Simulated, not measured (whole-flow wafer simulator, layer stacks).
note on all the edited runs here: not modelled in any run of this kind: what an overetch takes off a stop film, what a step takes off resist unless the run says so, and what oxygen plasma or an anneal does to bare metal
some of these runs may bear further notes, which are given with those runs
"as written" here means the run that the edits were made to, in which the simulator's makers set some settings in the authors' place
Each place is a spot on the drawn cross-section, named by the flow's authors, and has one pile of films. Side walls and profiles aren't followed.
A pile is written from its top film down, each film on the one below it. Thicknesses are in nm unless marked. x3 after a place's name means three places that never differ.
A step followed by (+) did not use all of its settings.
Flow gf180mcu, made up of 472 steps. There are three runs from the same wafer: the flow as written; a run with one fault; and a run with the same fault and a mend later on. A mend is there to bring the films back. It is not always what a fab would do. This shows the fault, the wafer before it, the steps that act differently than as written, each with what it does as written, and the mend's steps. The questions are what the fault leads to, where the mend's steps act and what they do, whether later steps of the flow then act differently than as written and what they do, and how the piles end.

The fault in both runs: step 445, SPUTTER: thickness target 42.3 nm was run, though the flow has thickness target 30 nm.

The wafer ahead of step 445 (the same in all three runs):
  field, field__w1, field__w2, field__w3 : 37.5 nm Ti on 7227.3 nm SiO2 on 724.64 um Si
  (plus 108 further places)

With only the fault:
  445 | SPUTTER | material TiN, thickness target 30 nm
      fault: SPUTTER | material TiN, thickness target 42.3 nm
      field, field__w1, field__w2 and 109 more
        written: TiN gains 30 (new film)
        fault: TiN gains 42.3 (new film)
  Steps later in the flow that act otherwise than as written (not shown: 4 more steps that differ only slightly, by at most 2% or 0.5 nm, whichever is larger):
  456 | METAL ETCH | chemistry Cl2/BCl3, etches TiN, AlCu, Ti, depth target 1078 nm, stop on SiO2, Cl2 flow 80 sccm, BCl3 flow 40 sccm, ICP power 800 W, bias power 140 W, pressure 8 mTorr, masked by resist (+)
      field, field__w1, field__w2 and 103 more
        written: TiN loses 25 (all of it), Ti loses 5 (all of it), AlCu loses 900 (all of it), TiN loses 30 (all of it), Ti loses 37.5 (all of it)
        fault: TiN loses 25 (all of it), Ti loses 5 (all of it), AlCu loses 900 (all of it), TiN loses 42.3 (all of it), Ti loses 37.5 (all of it)
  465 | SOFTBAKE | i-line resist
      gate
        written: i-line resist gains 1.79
        fault: i-line resist loses 0.27
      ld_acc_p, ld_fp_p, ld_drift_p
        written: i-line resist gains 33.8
        fault: i-line resist gains 27.4
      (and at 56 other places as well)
  By the end, the piles at field__w8, contact, m1, m1__w1, pad, m1_nw depart from the flow's by more than 2% or 0.5 nm, whichever is larger.
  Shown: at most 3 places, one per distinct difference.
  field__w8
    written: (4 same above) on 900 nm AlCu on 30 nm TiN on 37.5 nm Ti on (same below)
    fault: (4 same above) on 900 nm AlCu on 42.3 nm TiN on 37.5 nm Ti on (same below)
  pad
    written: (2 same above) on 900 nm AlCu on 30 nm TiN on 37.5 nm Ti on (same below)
    fault: (2 same above) on 900 nm AlCu on 42.3 nm TiN on 37.5 nm Ti on (same below)

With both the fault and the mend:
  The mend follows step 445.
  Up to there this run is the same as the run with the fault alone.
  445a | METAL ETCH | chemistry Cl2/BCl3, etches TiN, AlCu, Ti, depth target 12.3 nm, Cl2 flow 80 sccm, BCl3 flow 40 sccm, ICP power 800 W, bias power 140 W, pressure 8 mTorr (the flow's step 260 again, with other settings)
      field, field__w1, field__w2 and 109 more
        TiN loses 12.3
  None of the later steps of the flow acts differently than as written at any place that is followed.
  The piles end the same as the flow's at every place that both follow.
